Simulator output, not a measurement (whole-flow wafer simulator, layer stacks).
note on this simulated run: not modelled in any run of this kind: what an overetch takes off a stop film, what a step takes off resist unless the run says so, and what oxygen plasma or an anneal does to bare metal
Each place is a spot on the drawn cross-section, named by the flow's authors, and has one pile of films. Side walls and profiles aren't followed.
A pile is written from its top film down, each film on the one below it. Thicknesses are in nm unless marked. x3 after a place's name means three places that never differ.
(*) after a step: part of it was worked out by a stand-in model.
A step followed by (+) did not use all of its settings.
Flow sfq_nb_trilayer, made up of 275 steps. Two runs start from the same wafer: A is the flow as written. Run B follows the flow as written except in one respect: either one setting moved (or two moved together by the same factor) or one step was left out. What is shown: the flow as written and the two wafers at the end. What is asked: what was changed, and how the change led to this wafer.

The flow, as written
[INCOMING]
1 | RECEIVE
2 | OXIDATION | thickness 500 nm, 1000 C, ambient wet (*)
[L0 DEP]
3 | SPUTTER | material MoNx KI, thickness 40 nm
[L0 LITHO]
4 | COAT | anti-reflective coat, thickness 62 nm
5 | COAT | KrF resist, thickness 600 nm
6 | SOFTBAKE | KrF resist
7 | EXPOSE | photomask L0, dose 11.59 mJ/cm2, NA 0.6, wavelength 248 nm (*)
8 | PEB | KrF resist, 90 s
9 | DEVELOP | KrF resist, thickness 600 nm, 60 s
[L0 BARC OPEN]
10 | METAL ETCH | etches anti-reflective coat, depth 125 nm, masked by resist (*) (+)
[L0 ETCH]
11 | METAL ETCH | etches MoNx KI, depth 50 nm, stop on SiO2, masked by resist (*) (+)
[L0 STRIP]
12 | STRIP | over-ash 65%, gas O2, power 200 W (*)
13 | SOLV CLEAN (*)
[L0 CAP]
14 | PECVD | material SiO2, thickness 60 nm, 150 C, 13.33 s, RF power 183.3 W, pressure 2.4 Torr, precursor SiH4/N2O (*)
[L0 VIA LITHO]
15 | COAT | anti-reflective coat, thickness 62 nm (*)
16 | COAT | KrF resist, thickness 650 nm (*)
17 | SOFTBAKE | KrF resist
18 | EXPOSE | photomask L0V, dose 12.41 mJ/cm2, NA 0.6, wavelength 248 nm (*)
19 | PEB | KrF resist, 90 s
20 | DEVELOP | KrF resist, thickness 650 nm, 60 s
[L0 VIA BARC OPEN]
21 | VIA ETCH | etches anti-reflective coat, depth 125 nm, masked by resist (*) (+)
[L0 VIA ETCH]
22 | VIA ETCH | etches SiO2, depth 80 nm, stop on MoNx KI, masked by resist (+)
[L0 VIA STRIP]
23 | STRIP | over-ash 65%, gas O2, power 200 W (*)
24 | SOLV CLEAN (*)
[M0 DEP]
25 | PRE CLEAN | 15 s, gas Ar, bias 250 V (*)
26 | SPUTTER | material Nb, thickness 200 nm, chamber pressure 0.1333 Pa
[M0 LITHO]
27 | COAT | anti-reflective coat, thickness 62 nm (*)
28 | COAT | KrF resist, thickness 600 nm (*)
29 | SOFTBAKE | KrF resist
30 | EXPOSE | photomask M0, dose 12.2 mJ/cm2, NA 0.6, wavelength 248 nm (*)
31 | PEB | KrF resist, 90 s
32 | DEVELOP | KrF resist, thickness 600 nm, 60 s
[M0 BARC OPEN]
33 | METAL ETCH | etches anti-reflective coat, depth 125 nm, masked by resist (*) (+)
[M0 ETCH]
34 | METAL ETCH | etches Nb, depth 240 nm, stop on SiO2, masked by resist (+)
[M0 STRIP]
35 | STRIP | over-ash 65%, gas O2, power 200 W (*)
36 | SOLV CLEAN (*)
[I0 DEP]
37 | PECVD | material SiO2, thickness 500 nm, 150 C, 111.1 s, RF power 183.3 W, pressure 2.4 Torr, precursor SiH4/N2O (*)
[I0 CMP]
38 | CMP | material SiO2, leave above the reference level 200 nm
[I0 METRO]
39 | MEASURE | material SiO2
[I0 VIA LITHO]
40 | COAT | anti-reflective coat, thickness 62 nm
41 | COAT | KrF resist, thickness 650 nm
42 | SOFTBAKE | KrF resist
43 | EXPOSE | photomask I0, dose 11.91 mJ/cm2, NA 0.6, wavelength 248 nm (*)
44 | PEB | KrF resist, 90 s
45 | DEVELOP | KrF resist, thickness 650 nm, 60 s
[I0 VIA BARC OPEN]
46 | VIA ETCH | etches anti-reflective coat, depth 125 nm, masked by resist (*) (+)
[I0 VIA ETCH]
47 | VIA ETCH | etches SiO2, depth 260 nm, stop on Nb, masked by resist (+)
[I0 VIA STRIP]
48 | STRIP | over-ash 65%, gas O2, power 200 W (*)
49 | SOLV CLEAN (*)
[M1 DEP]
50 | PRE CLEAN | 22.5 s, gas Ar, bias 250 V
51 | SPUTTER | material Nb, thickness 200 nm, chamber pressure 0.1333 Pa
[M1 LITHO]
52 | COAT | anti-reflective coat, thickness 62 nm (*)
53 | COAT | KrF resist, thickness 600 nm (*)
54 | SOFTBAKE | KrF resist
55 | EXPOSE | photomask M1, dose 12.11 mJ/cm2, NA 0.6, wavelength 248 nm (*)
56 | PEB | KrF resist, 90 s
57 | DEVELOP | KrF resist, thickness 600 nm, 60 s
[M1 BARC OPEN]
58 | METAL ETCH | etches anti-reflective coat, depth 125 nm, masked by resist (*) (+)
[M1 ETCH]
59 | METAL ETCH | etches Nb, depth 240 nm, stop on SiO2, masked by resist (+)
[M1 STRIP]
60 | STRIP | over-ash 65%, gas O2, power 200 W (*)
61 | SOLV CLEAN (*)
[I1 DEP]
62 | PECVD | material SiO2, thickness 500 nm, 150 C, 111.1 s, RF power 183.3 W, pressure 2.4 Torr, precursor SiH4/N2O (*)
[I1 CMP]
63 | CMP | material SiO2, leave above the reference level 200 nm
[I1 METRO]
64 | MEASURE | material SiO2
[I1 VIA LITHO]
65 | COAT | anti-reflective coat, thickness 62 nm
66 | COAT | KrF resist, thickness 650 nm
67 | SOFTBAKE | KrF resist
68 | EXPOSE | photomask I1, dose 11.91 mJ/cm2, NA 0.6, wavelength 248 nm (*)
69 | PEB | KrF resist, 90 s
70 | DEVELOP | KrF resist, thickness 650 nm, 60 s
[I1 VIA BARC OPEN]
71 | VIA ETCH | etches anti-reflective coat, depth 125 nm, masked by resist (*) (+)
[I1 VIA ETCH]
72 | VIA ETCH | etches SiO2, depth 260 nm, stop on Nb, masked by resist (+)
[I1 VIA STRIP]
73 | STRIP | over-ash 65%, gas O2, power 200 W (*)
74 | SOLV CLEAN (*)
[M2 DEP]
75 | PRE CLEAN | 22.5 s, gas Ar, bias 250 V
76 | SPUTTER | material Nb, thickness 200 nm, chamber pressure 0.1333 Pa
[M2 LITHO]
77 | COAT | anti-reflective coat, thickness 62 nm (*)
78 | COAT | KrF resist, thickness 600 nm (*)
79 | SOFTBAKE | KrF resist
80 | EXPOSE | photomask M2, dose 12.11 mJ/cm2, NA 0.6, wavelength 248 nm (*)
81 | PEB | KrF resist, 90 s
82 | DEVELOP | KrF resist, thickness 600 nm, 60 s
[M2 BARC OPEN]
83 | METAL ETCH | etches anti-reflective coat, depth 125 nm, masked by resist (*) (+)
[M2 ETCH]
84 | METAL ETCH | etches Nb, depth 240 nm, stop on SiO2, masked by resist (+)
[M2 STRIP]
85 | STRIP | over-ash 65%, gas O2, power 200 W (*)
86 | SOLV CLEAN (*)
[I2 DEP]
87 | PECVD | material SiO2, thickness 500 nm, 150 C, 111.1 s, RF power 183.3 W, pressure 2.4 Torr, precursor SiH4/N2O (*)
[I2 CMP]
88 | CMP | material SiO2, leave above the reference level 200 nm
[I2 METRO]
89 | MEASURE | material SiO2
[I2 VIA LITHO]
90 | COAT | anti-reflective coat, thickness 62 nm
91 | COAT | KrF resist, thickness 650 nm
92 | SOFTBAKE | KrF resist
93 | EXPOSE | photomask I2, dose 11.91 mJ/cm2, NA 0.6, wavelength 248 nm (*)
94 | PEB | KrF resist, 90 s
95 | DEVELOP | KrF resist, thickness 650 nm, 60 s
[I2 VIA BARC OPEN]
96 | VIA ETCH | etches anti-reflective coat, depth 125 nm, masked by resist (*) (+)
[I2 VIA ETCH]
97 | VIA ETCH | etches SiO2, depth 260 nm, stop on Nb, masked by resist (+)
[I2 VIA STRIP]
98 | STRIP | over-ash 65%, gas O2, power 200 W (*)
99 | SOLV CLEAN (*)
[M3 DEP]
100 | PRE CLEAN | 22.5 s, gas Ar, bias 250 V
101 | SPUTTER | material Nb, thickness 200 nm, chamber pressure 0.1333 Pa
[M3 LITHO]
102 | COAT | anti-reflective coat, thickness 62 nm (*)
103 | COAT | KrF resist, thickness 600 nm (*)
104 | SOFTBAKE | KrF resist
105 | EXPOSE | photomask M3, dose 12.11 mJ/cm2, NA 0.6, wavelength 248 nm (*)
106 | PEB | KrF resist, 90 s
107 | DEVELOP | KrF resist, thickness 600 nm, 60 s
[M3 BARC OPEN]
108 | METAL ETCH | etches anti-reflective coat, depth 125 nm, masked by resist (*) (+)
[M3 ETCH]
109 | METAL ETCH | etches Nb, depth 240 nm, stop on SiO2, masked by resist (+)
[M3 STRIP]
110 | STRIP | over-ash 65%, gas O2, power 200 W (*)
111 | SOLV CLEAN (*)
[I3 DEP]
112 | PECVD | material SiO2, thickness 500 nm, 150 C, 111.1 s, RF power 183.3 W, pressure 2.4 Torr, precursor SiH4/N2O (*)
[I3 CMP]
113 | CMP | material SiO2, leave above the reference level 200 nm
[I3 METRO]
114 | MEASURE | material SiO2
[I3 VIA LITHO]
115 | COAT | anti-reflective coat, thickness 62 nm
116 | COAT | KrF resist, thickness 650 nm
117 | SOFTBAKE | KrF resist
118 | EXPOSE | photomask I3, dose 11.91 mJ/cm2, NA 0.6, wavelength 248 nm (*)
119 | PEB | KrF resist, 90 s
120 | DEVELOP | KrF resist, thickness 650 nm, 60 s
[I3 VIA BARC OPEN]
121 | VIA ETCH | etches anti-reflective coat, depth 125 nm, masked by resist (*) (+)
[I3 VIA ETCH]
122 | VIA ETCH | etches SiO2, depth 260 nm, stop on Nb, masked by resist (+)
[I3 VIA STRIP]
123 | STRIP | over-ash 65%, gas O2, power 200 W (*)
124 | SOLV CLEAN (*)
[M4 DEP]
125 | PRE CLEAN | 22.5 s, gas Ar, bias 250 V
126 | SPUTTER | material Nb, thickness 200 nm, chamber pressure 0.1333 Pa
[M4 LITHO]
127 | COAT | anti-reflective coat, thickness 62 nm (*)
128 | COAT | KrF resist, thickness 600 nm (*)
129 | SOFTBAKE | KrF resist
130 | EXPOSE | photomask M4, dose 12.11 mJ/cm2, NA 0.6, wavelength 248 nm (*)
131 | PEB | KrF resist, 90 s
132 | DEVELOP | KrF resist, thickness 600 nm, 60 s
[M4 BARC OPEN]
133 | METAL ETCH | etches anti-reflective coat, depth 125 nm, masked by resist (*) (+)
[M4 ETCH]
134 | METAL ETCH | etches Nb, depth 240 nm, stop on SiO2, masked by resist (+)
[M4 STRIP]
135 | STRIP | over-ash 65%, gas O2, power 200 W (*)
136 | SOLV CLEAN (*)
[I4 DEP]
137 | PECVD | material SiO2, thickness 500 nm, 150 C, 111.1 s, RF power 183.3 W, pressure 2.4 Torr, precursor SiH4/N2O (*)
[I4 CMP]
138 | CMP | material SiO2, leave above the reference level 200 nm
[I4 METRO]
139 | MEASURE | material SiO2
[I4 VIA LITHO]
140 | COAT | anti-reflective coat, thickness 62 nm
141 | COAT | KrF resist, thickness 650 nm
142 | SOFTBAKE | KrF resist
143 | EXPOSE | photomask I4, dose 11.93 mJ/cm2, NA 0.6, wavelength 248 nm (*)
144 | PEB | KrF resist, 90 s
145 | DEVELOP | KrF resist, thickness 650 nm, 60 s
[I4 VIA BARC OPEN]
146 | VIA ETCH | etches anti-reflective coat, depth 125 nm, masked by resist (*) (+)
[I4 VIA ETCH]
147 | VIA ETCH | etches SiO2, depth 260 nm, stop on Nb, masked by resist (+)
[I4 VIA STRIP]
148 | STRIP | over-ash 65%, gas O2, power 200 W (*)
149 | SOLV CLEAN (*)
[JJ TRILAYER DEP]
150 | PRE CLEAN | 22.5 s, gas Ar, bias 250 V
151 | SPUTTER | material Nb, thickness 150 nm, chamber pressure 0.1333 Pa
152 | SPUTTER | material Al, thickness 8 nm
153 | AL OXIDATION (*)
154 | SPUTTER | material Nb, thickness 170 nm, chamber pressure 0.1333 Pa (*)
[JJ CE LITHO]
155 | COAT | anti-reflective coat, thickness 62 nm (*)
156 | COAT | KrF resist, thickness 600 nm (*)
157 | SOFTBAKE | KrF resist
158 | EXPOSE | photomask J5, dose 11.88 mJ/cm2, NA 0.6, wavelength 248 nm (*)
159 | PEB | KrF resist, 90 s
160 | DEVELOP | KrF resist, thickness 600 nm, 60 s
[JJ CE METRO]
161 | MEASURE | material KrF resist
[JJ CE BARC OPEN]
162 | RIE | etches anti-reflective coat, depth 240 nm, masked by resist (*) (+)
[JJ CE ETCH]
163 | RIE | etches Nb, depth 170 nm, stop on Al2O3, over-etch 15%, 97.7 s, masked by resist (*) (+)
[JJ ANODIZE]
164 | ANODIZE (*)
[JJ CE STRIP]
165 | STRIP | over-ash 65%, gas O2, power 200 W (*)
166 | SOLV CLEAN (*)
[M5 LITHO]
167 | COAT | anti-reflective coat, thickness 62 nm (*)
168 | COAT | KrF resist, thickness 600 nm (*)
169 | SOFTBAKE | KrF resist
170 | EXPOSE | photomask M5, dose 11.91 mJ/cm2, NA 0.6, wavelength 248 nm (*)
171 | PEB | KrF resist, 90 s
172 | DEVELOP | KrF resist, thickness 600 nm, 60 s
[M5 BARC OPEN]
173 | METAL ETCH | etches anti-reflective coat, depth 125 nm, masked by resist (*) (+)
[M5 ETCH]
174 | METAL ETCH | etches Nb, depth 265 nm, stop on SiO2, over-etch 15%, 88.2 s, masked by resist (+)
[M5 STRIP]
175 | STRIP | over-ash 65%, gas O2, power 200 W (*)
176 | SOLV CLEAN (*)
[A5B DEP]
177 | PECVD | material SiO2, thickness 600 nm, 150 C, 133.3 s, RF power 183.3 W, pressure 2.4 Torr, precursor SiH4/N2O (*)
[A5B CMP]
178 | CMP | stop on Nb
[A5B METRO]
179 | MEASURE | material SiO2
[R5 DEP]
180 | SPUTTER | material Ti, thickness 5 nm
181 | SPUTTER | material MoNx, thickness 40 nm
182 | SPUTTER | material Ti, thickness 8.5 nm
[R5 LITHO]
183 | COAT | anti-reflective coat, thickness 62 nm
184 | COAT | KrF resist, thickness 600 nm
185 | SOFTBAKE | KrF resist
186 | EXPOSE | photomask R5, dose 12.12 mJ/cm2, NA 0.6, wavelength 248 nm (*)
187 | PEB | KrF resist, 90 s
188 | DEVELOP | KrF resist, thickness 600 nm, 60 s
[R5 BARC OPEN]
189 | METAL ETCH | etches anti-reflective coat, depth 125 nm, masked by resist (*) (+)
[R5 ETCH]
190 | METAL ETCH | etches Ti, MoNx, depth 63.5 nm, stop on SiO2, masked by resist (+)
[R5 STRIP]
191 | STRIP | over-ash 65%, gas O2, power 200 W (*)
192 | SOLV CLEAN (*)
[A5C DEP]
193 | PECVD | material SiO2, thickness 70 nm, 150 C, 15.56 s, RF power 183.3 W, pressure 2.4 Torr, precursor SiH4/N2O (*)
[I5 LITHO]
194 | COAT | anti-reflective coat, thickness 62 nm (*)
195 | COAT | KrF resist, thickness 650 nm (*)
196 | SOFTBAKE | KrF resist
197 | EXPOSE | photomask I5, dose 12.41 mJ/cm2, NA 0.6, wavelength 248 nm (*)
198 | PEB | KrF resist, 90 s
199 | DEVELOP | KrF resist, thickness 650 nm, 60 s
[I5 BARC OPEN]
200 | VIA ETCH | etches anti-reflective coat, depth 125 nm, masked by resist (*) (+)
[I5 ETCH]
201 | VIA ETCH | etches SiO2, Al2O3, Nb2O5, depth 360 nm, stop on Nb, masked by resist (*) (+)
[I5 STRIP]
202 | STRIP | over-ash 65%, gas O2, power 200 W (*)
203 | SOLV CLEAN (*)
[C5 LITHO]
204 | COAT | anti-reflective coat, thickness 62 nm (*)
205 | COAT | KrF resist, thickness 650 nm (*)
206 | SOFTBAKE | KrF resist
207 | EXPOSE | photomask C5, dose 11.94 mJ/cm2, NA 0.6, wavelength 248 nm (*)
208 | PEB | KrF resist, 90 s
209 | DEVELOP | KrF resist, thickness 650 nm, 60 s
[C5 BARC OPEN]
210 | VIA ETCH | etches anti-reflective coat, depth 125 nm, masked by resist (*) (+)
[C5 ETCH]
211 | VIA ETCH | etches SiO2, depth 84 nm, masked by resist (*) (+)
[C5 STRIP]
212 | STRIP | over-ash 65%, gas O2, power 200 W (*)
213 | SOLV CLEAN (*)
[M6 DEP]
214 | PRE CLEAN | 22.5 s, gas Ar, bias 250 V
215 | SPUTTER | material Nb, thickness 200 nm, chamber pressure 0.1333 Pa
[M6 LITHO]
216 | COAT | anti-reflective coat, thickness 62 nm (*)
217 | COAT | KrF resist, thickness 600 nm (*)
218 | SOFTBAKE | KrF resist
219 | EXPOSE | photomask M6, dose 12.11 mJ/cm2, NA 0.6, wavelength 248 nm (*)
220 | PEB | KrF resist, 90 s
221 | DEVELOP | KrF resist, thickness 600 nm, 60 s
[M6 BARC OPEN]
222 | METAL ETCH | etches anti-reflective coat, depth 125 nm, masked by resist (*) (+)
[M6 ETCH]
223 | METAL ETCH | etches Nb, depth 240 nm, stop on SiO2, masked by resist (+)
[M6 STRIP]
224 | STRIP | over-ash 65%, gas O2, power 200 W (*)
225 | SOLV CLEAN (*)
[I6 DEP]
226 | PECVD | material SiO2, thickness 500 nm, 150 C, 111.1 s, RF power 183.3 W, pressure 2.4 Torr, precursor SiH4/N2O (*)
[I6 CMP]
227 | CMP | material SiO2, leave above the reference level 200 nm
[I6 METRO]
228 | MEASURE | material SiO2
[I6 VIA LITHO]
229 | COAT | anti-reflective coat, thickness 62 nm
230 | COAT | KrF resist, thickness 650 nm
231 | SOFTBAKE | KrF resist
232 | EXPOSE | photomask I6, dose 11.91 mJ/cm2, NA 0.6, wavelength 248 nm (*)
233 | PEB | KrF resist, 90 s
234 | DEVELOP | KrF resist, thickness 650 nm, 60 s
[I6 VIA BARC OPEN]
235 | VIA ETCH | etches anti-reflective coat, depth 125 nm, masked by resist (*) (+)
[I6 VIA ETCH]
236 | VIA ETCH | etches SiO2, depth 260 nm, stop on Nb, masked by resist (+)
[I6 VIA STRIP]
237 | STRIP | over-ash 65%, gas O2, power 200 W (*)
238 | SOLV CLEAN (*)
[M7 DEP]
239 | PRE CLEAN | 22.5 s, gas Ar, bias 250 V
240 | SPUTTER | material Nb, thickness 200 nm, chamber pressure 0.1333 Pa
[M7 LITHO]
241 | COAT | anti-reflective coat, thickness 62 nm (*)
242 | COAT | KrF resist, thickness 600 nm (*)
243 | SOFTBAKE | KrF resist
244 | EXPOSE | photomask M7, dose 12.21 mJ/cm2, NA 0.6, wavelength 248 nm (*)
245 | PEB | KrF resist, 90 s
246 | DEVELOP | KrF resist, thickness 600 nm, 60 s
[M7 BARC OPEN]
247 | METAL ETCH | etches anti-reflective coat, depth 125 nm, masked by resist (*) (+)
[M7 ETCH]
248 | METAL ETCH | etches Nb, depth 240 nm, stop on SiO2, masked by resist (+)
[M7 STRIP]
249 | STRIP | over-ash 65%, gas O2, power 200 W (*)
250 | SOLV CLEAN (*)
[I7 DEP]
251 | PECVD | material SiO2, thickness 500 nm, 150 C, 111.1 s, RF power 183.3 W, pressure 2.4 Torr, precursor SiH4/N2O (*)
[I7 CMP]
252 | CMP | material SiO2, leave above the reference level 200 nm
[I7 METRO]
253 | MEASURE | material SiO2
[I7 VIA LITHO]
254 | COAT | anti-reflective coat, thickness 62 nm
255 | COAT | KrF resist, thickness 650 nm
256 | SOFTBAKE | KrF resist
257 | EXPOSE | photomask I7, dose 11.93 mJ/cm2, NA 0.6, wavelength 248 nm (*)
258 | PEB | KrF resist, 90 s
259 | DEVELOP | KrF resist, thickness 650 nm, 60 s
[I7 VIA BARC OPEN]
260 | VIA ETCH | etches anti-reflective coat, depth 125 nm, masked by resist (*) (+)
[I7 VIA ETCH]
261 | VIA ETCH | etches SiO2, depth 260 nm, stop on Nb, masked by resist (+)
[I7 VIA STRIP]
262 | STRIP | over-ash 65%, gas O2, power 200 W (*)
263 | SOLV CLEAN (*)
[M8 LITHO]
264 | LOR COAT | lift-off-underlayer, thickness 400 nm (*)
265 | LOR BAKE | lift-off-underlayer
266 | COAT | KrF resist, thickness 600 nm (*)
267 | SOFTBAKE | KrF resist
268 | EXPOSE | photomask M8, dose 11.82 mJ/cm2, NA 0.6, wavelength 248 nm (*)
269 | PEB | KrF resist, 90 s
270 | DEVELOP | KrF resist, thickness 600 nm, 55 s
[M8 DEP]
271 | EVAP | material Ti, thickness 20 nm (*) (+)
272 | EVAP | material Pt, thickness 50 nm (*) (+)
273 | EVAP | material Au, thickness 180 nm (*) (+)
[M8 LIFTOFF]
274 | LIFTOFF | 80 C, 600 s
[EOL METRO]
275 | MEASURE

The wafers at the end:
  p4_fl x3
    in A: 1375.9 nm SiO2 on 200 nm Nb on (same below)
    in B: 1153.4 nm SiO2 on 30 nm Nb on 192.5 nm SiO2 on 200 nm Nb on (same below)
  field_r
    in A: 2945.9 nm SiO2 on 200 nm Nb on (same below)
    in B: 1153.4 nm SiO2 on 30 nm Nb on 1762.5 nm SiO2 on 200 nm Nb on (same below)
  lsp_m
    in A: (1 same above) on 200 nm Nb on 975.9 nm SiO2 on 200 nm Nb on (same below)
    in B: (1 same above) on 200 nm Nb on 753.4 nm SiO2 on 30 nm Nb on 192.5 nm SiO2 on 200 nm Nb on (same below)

What caused this: step 174, METAL ETCH: depth 132 nm was run, whereas the flow has depth 265 nm.

The path from the change to this, step by step:
  174 | METAL ETCH | etches Nb, depth 265 nm, stop on SiO2, over-etch 15%, 88.2 s, masked by resist (+)
      field_l, r_sur, res and 50 more: A -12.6 Al2O3 (all of it), -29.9 Nb2O5 (all of it), -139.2 Nb (all of it), -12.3 SiO2 | B -12.6 Al2O3 (all of it), -29.9 Nb2O5 (all of it), -109.2 Nb
      v_sur, via_wl, via_w and 50 more: A -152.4 KrF resist | B -75.9 KrF resist
  175 | STRIP | over-ash 65%, gas O2, power 200 W (*)
      l0r_line_l, l0r_line_c, l0r_space_c and 27 more: A -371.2 KrF resist (all of it), -62 anti-reflective coat (all of it) | B -447.7 KrF resist (all of it), -62 anti-reflective coat (all of it)
      v_sur: A -349.2 KrF resist (all of it), -44.9 anti-reflective coat (all of it) | B -425.6 KrF resist (all of it), -44.9 anti-reflective coat (all of it)
      (and at 22 other places as well)
  177 | PECVD | material SiO2, thickness 600 nm, 150 C, 133.3 s, RF power 183.3 W, pressure 2.4 Torr, precursor SiH4/N2O (*)
      field_l, p4_fl x3, p4_w1 x9 and 29 more: A +600 SiO2 | B +600 SiO2 (new film)
      r_sur, res, r_end, moat, field_r, lsp_l: A +592.9 SiO2 | B +600 SiO2 (new film)
      (and at 5 other places as well)
  178 | CMP | stop on Nb
      field_l, p4_fl x3, p4_w1 x9 and 29 more: A -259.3 SiO2 | B -301.6 SiO2
      r_sur, res, r_end, moat, field_r, lsp_l: A -252.3 SiO2 | B -301.6 SiO2
      (and at 5 other places as well)
Taking metal films that touch as one body, p4_fl x3 has 3 bodies (between them, from the top down: SiO2 192.5; SiO2 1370); the flow as written gives 2 bodies (between them, from the top down: SiO2 1370).
Taking metal films that touch as one body, field_r has 2 bodies (between them, from the top down: SiO2 1762.5); the flow as written gives 1 body.
Taking metal films that touch as one body, lsp_m has 4 bodies (between them, from the top down: SiO2 753.4; SiO2 192.5; SiO2 1370); the flow as written gives 3 bodies (between them, from the top down: SiO2 975.9; SiO2 1370).
